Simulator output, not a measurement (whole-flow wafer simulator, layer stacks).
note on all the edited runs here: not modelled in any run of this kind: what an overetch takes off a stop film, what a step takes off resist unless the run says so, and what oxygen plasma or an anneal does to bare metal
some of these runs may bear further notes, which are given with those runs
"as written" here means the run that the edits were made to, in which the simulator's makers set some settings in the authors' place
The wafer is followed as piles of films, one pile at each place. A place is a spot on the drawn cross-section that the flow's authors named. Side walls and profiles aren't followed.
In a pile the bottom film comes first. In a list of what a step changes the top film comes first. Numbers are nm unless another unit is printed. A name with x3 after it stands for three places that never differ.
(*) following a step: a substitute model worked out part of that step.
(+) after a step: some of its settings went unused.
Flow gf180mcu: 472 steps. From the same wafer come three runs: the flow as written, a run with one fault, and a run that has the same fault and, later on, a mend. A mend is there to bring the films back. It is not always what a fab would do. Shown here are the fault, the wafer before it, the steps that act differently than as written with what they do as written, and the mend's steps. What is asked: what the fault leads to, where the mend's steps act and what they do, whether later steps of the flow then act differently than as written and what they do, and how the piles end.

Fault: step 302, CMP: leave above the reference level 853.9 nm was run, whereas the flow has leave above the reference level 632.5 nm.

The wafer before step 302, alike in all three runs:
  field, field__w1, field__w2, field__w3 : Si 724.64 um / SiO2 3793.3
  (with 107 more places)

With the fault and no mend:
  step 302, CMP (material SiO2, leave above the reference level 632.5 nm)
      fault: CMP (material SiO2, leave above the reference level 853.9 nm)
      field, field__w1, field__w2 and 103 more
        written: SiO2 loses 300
        fault: SiO2 loses 78.6
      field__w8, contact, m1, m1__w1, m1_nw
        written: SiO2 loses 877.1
        fault: SiO2 loses 655.7
  Later steps of the flow acting differently than as written:
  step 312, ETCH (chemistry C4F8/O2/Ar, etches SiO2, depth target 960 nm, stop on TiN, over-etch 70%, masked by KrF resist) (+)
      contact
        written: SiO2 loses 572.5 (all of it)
        fault: SiO2 loses 793.9 (all of it)
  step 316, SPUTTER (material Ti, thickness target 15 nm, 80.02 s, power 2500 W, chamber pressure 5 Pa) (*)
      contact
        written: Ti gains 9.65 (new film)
        fault: Ti gains 8.49 (new film)
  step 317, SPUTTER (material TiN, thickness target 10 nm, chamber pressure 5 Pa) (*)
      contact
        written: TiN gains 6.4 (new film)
        fault: TiN gains 5.63 (new film)
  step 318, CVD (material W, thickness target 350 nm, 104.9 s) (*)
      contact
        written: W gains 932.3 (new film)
        fault: W gains 1155.6 (new film)
  The piles end different from the flow's at field, field__w1, field__w2 and 109 more by more than 2% or 0.5 nm, whichever is larger.
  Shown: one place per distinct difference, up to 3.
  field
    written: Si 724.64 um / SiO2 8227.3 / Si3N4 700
    fault: Si 724.64 um / SiO2 8448.7 / Si3N4 700
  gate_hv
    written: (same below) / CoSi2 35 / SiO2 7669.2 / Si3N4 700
    fault: (same below) / CoSi2 35 / SiO2 7890.6 / Si3N4 700
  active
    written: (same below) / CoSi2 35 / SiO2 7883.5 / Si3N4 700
    fault: (same below) / CoSi2 35 / SiO2 8104.9 / Si3N4 700

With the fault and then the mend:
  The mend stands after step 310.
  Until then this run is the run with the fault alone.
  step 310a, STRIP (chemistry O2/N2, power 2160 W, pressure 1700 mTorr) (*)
      field, field__w1, field__w2 and 107 more
        KrF resist loses 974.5 (all of it), anti-reflective coat loses 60 (all of it)
      contact
        anti-reflective coat loses 60 (all of it)
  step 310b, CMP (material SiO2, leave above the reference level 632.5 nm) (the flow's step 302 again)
      field, field__w1, field__w2 and 108 more
        SiO2 loses 221.4
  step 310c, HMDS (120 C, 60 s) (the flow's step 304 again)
      leaves every film unchanged at each place that is followed
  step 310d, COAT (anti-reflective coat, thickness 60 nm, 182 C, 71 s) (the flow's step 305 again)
      field, field__w1, field__w2 and 108 more
        anti-reflective coat gains 60 (new film)
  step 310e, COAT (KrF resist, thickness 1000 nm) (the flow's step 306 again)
      field, field__w1, field__w2 and 108 more
        KrF resist gains 1000 (new film)
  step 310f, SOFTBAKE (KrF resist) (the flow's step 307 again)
      leaves every film unchanged at each place that is followed
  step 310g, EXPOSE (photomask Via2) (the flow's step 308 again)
      leaves every film unchanged at each place that is followed
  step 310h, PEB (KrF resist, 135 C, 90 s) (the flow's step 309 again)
      field, field__w1, field__w2 and 108 more
        KrF resist loses 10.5
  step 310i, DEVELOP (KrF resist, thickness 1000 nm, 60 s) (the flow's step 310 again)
      field, field__w1, field__w2 and 107 more
        KrF resist loses 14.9
      contact
        KrF resist loses 989.5 (all of it)
  Later steps of the flow that are run all act as written at every place that is followed.
  The piles end the same as the flow's at every place that both follow.
